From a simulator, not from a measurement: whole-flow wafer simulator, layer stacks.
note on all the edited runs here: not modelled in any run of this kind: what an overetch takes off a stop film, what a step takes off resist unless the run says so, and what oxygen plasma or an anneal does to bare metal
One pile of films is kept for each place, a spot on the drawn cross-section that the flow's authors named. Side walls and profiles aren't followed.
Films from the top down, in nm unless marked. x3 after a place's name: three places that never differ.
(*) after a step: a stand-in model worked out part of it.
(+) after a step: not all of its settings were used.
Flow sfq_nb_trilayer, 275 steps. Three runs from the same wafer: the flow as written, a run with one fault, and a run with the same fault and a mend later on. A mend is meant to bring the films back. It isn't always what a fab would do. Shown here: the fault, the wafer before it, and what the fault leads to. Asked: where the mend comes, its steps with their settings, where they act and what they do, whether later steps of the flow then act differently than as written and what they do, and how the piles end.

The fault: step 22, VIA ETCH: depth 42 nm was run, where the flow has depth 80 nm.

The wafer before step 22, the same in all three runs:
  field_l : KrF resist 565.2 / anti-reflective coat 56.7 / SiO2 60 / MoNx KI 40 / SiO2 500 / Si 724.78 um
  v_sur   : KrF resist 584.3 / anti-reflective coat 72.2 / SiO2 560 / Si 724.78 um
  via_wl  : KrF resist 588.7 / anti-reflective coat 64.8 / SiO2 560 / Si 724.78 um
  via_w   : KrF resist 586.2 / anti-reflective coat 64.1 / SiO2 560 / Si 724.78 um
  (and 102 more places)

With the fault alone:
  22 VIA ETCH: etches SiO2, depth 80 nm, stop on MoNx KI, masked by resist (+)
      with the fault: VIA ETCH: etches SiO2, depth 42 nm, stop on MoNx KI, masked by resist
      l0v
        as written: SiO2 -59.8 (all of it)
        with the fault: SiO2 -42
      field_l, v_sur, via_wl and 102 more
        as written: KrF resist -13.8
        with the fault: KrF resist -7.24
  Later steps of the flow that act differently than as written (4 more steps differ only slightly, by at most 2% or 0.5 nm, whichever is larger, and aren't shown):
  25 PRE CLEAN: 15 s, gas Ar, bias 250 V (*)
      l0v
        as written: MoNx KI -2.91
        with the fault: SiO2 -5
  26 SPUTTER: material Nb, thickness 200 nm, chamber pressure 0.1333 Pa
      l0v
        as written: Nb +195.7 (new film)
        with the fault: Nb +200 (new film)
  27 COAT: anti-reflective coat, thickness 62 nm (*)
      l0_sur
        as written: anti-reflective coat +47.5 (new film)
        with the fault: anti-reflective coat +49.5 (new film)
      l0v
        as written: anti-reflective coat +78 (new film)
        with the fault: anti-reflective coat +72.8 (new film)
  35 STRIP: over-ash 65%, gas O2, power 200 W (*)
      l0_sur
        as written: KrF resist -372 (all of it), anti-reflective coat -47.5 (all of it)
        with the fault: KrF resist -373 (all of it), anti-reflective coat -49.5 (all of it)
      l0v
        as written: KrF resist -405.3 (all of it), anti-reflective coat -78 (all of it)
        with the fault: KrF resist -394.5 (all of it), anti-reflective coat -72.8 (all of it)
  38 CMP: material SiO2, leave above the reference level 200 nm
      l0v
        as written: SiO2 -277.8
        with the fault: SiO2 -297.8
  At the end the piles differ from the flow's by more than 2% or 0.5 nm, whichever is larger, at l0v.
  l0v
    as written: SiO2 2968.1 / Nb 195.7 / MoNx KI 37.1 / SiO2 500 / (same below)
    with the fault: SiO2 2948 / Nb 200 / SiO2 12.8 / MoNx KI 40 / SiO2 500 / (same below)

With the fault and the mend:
  The mend comes after step 22.
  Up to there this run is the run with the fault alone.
  22a VIA ETCH: etches SiO2, depth 38 nm, stop on MoNx KI, masked by resist (+) (the flow's step 22 once more, with other settings)
      field_l, v_sur, via_wl and 102 more
        KrF resist -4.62
      l0v
        SiO2 -17.8 (all of it)
  No later step of the flow acts differently than as written, at any place that is followed, by more than 2% or 0.5 nm, whichever is larger.
  At the end the piles are the same as the flow's at every place that both follow.
